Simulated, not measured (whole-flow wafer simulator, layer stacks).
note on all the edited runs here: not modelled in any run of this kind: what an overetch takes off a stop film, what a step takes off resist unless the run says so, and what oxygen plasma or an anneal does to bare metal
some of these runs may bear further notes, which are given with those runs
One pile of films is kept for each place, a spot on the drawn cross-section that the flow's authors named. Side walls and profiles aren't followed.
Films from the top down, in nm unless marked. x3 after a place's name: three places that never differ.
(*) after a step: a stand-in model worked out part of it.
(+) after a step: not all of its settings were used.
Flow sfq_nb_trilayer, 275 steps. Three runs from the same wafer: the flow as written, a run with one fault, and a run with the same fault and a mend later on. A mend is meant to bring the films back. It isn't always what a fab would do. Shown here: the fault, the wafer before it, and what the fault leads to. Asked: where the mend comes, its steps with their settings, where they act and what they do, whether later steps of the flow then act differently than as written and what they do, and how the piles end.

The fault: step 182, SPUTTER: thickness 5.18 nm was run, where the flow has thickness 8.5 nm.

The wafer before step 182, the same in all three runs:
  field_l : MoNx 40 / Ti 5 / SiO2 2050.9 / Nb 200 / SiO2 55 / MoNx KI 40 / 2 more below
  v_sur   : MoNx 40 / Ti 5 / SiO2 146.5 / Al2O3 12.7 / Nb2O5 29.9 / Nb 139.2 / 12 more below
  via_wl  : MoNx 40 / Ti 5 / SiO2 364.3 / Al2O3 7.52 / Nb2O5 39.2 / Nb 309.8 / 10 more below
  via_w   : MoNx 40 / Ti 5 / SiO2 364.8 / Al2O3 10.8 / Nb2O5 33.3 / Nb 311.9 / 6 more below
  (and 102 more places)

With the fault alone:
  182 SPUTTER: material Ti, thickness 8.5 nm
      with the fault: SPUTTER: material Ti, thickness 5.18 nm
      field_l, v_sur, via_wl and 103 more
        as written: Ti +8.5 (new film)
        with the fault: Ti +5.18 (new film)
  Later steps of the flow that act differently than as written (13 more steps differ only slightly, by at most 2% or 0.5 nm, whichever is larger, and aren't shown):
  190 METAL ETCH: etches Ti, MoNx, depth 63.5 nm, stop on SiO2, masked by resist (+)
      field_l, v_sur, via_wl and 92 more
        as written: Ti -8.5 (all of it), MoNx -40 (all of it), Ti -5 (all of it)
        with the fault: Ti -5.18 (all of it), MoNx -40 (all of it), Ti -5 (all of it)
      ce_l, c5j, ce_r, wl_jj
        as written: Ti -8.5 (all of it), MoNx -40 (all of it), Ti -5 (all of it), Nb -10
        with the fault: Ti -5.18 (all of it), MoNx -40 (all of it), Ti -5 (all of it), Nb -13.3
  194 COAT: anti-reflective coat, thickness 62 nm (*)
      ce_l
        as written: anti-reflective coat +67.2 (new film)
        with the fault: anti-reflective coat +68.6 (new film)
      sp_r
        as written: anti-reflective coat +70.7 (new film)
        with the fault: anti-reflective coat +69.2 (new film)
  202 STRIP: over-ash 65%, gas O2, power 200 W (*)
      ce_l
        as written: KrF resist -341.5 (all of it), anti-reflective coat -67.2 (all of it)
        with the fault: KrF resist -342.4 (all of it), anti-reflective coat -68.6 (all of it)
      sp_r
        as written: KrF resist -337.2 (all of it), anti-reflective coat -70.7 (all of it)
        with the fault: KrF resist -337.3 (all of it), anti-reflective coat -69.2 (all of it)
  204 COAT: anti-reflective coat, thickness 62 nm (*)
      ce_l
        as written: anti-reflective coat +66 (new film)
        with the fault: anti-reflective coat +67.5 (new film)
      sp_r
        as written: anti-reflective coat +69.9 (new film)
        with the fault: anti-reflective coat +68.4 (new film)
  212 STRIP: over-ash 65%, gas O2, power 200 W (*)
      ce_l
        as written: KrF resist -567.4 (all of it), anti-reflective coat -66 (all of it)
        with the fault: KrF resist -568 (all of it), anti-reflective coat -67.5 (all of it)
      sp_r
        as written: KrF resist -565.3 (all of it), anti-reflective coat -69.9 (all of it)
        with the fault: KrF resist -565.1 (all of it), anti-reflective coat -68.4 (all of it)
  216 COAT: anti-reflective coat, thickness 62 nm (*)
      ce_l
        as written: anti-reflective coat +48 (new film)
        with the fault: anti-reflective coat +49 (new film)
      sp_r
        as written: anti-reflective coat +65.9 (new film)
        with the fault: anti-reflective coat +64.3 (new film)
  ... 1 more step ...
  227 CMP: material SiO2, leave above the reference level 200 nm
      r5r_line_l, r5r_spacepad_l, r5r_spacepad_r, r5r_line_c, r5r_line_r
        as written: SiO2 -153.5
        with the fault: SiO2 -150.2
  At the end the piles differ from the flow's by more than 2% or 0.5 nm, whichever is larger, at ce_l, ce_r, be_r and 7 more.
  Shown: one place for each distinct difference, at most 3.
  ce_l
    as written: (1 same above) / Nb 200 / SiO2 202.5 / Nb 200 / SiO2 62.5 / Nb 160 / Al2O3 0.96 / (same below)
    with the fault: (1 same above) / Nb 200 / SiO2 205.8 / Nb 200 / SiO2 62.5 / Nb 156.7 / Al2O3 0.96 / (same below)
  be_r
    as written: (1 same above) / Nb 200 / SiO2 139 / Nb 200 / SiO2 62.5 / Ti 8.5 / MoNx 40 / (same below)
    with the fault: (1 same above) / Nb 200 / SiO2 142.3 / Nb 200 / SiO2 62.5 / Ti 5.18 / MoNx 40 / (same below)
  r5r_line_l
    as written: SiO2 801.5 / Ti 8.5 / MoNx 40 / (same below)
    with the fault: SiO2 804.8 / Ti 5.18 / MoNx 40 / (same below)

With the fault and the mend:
  The mend comes after step 182.
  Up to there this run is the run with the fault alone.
  182a SPUTTER: material Ti, thickness 3.32 nm (the flow's step 182 once more, with other settings)
      field_l, v_sur, via_wl and 103 more
        Ti +3.32
  No later step of the flow acts differently than as written at any place that is followed.
  At the end the piles are the same as the flow's at every place that both follow.
